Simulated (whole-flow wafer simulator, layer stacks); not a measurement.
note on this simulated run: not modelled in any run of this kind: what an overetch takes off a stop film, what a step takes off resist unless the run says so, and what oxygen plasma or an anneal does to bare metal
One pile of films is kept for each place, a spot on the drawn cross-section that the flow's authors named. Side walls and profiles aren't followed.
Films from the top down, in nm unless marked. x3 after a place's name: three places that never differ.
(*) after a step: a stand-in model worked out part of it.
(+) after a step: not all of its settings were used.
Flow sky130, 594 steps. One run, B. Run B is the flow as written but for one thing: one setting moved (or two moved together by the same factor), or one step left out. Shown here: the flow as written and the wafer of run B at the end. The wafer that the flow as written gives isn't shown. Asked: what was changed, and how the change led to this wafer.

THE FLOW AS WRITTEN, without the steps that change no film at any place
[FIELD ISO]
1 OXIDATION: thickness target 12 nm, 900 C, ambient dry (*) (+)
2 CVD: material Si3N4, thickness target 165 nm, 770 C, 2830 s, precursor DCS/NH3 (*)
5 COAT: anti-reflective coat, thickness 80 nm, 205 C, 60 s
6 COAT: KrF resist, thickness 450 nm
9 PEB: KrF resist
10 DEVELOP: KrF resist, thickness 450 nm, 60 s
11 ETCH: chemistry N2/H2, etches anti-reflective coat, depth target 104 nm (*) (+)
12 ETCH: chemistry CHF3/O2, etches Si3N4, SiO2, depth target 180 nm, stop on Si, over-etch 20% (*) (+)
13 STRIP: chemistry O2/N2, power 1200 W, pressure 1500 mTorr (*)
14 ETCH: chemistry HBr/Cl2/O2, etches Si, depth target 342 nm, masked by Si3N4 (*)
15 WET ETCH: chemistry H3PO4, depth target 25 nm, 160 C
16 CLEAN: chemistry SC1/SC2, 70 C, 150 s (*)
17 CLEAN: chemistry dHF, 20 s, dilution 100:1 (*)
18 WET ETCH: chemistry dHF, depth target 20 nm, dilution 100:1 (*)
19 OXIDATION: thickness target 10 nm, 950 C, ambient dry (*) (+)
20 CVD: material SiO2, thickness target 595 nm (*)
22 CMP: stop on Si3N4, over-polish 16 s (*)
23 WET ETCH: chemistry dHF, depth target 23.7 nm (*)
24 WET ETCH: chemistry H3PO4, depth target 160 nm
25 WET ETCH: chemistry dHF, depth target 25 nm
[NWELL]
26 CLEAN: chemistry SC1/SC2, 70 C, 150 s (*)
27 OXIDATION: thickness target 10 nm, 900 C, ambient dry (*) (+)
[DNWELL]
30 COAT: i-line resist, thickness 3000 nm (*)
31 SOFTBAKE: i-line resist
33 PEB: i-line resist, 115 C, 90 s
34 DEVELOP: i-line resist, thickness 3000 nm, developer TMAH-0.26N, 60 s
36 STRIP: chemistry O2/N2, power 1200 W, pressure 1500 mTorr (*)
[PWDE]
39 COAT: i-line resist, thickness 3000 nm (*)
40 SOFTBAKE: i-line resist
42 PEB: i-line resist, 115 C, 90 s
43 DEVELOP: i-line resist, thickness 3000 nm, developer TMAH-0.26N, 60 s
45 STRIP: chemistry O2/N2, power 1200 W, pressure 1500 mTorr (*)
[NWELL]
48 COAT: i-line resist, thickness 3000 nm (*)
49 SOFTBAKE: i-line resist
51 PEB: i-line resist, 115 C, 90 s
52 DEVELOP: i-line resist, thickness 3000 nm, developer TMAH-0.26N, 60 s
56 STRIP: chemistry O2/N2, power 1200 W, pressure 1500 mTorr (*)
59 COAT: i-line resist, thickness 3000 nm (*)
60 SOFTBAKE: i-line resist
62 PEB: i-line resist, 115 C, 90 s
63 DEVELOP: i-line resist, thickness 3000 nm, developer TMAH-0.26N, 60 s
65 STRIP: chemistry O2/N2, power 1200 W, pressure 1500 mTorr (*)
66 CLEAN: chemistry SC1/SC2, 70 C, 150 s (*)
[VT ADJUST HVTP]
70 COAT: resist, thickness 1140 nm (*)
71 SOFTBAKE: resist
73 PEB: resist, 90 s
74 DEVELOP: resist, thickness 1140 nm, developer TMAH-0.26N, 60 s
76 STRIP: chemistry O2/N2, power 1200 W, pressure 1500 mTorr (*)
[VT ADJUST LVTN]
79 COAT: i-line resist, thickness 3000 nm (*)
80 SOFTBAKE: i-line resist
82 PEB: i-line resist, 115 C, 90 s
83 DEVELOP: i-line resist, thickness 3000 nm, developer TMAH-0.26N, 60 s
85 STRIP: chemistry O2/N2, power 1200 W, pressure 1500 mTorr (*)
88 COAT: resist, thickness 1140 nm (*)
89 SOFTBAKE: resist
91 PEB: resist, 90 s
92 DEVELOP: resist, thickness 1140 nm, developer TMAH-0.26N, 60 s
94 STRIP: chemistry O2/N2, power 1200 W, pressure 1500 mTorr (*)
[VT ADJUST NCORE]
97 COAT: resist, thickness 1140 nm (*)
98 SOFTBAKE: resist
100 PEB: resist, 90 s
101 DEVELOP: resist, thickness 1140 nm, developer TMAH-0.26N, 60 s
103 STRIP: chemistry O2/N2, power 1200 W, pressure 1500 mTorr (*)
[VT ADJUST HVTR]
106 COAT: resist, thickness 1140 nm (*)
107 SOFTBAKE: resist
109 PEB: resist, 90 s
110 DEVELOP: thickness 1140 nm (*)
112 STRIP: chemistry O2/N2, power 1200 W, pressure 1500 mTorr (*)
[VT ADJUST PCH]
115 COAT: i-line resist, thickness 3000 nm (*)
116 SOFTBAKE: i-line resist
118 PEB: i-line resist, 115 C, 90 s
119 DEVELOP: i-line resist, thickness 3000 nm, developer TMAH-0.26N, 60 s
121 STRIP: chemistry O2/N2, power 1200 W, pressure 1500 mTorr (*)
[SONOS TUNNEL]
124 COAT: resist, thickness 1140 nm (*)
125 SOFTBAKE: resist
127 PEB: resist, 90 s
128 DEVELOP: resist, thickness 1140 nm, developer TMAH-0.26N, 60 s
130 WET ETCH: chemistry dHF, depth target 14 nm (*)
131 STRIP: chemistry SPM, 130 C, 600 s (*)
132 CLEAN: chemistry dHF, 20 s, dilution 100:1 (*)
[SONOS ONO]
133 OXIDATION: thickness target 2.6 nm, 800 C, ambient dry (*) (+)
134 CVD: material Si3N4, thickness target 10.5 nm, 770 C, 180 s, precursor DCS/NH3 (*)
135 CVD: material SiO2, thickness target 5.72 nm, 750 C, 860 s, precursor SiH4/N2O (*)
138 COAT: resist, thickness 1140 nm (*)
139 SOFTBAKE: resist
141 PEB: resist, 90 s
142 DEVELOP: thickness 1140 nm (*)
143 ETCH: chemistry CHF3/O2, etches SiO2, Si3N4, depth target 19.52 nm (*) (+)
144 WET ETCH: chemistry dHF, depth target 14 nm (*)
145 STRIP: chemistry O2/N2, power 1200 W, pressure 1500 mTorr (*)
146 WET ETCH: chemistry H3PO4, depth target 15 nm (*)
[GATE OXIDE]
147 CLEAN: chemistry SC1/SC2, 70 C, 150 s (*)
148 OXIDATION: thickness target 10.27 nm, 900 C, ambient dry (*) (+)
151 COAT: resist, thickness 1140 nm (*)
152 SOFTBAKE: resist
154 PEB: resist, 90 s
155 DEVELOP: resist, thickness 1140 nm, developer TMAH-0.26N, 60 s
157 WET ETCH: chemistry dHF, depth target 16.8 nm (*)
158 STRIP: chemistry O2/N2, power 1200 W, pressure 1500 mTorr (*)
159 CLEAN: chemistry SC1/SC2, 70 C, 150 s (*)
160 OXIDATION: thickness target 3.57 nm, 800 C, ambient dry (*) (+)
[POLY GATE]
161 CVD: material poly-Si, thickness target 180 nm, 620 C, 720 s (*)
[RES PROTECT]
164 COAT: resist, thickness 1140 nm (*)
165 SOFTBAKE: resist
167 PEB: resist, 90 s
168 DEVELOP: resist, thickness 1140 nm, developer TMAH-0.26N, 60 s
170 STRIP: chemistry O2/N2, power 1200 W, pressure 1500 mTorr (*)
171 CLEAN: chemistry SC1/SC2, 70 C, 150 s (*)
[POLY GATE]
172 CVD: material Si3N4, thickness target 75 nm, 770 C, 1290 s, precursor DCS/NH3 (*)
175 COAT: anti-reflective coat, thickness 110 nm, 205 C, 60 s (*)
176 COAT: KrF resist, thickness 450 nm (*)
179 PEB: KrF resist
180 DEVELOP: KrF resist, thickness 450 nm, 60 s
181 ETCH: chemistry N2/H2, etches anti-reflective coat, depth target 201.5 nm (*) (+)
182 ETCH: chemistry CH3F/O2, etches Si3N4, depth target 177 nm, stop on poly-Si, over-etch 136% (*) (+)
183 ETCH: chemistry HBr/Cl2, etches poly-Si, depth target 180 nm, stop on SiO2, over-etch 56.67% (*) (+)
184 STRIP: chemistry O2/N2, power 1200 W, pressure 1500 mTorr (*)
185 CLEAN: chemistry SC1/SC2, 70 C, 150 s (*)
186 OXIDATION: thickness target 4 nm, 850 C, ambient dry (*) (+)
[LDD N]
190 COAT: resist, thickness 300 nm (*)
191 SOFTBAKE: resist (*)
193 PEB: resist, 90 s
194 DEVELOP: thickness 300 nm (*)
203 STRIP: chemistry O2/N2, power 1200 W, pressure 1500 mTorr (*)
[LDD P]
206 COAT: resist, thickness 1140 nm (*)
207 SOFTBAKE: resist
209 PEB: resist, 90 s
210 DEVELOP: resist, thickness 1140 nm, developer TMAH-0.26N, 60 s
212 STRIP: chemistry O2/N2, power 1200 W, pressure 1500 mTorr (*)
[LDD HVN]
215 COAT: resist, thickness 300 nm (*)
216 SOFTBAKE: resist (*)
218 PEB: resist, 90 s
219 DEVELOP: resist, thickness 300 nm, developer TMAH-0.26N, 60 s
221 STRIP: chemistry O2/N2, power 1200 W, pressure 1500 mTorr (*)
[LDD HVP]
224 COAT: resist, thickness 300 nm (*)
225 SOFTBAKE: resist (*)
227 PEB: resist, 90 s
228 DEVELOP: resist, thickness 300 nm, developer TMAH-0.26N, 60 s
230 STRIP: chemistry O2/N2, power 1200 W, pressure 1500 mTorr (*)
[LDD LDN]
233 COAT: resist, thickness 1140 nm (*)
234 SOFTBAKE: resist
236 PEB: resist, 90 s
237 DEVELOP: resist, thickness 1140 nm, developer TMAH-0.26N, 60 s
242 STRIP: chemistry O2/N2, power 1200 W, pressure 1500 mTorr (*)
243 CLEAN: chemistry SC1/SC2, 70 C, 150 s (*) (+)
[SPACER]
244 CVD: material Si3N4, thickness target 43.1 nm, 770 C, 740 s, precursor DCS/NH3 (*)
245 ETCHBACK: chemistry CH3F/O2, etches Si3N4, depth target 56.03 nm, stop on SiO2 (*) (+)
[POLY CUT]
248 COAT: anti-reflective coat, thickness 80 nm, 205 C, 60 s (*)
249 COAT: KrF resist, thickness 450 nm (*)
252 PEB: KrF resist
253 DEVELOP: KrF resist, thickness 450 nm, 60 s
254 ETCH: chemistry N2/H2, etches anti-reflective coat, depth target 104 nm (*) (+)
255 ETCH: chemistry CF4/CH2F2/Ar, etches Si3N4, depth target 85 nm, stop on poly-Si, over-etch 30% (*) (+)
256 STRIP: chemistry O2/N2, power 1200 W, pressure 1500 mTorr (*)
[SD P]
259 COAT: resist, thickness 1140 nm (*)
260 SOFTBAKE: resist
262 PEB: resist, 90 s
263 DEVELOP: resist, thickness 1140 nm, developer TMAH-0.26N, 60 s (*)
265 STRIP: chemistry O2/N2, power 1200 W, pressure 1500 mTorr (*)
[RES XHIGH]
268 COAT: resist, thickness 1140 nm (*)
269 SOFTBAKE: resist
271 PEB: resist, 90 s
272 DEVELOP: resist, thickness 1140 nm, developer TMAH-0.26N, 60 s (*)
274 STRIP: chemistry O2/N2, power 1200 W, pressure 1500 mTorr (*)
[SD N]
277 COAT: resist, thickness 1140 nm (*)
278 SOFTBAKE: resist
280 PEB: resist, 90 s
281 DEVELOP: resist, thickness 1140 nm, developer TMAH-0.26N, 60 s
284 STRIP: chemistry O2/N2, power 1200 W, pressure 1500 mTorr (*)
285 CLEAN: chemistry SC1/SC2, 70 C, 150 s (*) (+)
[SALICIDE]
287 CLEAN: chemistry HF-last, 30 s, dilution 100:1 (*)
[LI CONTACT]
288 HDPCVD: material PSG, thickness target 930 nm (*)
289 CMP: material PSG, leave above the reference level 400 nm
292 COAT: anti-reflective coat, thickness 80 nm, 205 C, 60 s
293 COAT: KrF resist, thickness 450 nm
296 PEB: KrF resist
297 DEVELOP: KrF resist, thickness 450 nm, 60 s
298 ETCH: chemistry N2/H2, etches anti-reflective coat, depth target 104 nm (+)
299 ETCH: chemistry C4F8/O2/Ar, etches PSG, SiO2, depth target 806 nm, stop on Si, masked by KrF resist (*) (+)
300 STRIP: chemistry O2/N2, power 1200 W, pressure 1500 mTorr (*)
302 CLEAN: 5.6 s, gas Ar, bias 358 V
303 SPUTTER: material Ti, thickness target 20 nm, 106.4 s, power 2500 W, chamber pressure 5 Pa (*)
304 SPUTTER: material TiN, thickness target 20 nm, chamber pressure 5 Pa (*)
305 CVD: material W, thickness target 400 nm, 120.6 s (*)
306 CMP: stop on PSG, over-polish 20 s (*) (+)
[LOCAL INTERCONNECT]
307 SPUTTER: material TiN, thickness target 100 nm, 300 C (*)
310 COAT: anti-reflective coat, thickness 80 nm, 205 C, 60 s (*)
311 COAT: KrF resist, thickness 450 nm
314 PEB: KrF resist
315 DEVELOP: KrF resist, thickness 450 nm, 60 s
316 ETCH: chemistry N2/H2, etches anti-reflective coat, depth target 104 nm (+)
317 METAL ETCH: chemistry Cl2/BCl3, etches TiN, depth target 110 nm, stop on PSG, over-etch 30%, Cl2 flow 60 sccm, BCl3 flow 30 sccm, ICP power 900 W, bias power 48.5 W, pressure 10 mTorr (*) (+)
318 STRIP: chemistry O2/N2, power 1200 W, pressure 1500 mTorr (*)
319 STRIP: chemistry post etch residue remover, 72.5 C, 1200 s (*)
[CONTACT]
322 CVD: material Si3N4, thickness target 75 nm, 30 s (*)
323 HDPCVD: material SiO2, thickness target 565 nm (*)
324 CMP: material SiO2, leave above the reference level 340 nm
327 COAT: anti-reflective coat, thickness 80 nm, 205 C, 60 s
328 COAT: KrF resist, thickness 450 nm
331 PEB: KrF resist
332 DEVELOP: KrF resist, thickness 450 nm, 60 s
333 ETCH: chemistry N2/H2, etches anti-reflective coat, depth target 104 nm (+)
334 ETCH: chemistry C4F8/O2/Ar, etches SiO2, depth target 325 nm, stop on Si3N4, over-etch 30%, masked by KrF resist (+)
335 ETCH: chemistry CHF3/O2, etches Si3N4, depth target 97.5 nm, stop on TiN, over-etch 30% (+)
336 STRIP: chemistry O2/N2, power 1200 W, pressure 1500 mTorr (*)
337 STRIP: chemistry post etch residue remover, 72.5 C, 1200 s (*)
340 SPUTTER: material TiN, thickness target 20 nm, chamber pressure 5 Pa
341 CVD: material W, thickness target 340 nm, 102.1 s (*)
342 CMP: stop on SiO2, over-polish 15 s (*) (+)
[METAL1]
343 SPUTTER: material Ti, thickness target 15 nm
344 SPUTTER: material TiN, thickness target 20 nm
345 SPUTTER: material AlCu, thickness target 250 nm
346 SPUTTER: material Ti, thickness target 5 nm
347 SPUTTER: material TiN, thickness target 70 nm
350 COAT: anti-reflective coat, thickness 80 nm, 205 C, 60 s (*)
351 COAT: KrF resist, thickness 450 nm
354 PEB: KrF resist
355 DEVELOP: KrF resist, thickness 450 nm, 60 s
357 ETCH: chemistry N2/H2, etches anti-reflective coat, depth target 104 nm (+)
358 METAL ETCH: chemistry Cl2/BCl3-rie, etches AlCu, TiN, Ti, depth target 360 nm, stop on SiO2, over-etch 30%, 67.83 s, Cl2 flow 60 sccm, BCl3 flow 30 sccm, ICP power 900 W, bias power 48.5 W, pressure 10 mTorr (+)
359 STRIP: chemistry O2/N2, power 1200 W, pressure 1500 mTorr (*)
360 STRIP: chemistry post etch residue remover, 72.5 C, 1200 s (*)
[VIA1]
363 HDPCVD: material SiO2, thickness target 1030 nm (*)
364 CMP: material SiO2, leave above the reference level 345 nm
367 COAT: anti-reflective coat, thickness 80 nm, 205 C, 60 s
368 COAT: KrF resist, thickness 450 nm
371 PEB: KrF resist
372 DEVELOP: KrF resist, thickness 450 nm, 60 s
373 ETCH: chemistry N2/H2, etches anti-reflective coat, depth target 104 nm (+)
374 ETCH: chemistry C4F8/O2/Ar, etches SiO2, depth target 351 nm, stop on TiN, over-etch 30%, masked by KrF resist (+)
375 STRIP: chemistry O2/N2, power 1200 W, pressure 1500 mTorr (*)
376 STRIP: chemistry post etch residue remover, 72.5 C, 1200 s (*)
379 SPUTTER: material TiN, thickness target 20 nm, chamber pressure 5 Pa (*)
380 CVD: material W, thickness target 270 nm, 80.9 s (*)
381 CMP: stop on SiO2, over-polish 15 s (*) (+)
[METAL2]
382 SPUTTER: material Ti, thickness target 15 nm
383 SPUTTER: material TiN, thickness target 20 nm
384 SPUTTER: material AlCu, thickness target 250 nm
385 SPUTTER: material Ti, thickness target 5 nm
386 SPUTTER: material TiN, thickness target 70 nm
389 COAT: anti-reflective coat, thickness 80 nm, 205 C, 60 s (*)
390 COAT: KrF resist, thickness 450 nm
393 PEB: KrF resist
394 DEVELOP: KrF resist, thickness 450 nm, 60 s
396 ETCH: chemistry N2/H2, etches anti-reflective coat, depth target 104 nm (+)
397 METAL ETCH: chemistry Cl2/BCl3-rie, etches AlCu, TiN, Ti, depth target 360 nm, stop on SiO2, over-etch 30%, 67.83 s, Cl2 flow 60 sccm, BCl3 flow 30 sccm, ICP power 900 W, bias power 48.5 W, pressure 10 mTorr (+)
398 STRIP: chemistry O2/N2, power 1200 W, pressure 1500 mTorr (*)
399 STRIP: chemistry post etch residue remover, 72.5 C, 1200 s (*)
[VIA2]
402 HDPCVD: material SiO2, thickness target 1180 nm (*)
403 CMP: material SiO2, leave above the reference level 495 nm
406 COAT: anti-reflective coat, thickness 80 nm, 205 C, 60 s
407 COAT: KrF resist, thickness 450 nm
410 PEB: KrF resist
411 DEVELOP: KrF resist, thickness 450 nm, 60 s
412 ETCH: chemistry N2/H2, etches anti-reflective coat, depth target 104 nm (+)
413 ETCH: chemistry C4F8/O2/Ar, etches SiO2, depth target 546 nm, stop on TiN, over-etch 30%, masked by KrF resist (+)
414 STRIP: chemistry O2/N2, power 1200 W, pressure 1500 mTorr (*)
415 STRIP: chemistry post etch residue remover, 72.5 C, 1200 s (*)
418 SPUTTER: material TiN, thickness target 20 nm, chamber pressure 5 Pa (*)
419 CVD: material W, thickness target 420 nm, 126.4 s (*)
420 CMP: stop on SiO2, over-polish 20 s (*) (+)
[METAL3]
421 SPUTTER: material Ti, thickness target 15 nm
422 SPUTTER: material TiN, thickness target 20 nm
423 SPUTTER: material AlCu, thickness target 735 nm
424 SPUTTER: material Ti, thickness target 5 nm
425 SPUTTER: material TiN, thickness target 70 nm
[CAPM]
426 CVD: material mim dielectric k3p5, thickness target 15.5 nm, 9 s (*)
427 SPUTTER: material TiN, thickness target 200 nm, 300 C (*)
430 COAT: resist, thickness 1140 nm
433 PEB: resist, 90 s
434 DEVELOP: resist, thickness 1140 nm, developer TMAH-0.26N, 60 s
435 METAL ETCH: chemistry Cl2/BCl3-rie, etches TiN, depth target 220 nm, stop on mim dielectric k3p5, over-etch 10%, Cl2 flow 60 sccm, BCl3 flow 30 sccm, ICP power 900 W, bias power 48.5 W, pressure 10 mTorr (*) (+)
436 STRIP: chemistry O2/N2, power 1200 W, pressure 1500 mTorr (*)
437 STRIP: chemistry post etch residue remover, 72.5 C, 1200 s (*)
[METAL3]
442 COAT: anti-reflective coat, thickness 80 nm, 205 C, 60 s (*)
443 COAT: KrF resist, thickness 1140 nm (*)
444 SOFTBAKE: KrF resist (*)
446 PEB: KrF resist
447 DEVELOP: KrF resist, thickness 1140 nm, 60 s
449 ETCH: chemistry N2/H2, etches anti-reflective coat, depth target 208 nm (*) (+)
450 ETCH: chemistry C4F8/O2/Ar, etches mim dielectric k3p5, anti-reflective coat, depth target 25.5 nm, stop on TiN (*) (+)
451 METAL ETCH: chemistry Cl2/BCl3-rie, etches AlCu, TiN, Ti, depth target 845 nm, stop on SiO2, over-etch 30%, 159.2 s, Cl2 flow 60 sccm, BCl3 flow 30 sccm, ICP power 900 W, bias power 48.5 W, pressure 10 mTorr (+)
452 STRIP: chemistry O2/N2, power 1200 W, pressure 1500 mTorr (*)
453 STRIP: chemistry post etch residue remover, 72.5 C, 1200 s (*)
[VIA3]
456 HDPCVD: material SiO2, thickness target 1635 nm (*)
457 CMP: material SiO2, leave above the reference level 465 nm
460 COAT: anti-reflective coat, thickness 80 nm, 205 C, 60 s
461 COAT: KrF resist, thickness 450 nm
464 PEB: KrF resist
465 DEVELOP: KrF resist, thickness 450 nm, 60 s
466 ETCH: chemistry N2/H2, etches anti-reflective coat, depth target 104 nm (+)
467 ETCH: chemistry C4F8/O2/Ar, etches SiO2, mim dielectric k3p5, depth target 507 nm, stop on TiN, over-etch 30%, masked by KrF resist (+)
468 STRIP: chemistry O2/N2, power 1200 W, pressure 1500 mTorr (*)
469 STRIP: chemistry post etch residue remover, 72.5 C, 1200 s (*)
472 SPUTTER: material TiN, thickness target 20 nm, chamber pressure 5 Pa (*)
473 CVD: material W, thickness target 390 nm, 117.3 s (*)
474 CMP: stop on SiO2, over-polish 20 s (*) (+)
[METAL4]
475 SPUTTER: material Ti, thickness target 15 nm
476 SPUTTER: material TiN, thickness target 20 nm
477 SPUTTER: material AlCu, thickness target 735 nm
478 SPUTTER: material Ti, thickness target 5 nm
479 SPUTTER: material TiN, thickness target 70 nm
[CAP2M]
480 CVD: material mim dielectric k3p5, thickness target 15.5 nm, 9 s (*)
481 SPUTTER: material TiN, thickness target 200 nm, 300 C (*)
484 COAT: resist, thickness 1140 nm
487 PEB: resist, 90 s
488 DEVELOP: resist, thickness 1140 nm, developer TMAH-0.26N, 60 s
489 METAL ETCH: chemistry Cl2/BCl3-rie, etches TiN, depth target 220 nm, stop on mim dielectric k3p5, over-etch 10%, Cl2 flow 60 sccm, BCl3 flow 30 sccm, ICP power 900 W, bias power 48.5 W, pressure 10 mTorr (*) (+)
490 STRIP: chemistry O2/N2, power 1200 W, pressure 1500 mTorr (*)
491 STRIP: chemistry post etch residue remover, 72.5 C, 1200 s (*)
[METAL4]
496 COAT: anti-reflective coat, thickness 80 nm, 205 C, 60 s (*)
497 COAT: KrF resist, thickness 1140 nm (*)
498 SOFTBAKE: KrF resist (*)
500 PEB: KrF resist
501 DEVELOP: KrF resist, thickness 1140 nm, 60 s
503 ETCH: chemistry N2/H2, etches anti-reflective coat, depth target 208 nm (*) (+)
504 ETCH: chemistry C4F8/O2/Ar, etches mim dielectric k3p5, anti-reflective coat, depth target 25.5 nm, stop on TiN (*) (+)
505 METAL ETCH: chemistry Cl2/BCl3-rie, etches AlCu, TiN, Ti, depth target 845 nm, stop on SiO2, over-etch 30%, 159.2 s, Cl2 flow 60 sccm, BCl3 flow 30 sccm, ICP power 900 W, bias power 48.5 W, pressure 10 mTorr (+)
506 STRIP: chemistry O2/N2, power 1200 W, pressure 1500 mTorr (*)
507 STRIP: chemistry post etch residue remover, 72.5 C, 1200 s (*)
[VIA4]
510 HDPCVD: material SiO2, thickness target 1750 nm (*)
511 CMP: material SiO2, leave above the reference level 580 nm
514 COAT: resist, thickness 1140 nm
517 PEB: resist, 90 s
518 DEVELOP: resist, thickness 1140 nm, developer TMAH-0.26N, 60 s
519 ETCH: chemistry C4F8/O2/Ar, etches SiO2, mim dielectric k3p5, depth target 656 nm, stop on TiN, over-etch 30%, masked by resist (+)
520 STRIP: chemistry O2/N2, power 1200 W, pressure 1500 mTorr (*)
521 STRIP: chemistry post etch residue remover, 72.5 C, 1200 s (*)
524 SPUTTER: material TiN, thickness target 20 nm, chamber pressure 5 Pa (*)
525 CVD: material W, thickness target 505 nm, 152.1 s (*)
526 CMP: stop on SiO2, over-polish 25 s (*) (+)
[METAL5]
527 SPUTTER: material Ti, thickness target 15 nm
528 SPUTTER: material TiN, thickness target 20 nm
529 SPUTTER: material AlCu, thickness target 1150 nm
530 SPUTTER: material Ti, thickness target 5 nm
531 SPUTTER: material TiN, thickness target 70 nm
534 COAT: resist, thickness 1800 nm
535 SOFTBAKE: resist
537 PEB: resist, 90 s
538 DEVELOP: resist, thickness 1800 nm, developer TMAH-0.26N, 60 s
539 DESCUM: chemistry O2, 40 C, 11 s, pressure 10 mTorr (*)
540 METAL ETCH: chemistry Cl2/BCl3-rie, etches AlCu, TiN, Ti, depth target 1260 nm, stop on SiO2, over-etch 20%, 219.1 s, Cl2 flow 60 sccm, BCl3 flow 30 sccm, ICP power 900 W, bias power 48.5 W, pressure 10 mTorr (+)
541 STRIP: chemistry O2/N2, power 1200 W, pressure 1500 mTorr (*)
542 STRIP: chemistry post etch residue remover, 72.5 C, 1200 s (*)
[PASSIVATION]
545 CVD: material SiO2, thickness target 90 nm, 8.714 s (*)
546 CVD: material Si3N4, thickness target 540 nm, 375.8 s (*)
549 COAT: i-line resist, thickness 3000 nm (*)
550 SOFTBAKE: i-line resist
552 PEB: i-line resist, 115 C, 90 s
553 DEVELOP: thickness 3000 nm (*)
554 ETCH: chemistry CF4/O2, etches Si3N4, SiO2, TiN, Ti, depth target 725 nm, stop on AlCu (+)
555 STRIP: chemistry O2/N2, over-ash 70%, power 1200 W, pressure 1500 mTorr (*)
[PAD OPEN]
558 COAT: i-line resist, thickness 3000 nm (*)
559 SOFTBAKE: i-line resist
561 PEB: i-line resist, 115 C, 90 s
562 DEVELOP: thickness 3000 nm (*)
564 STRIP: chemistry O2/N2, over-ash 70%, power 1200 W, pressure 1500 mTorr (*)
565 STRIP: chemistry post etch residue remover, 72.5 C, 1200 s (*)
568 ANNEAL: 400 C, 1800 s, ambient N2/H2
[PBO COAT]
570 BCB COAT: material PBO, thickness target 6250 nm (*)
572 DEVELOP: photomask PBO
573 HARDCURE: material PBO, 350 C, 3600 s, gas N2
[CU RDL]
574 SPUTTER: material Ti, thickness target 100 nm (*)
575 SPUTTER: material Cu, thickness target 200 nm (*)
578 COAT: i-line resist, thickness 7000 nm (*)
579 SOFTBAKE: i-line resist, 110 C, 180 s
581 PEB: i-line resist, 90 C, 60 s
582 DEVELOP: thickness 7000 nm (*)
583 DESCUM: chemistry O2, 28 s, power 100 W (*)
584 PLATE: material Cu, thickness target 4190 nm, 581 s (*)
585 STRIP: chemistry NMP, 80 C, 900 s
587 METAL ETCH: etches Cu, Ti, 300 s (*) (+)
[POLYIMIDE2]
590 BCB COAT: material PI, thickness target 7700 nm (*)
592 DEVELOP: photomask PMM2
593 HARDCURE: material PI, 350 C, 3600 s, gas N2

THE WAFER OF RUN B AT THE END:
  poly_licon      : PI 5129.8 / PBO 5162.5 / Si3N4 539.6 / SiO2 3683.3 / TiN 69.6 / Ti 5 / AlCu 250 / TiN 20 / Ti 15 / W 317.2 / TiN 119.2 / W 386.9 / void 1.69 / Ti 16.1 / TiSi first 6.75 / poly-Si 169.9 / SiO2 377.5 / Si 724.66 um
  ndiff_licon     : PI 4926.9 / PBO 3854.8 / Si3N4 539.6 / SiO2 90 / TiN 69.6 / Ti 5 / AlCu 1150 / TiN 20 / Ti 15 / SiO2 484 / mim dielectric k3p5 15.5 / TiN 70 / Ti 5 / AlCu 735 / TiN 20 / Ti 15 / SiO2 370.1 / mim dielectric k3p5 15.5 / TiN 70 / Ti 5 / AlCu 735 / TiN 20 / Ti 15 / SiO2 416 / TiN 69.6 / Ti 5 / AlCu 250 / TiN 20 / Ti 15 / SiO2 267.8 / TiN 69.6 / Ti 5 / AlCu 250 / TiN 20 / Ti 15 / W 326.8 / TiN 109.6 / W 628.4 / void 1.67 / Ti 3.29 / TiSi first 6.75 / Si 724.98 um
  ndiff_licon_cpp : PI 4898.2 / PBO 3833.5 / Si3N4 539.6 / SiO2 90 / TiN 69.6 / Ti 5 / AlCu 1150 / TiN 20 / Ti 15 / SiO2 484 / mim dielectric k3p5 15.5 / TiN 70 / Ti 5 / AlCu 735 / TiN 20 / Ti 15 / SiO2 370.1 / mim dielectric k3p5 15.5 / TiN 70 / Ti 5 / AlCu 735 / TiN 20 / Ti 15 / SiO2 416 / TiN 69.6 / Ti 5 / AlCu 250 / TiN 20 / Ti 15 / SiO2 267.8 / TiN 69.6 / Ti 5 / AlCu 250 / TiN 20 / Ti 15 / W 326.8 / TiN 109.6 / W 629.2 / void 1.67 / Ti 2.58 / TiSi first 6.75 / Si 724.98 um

The cause: step 304, SPUTTER: material TiN, thickness target 20 nm, chamber pressure 5 Pa (*), was left out.

How the change led to this, step by step:
  306 CMP: stop on PSG, over-polish 20 s (*) (+)
      field, active, n_well and 184 more: W -400 (all of it), Ti -20 (all of it), PSG -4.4 (as written it would be: W -400 (all of it), TiN -20 (all of it), Ti -20 (all of it), PSG -4.4)
      ndiff_licon, ndiff_licon_cpp, rpo_hd_licon: W -424.9 (as written it would be: W -444.9)
      (and at 1 more place)
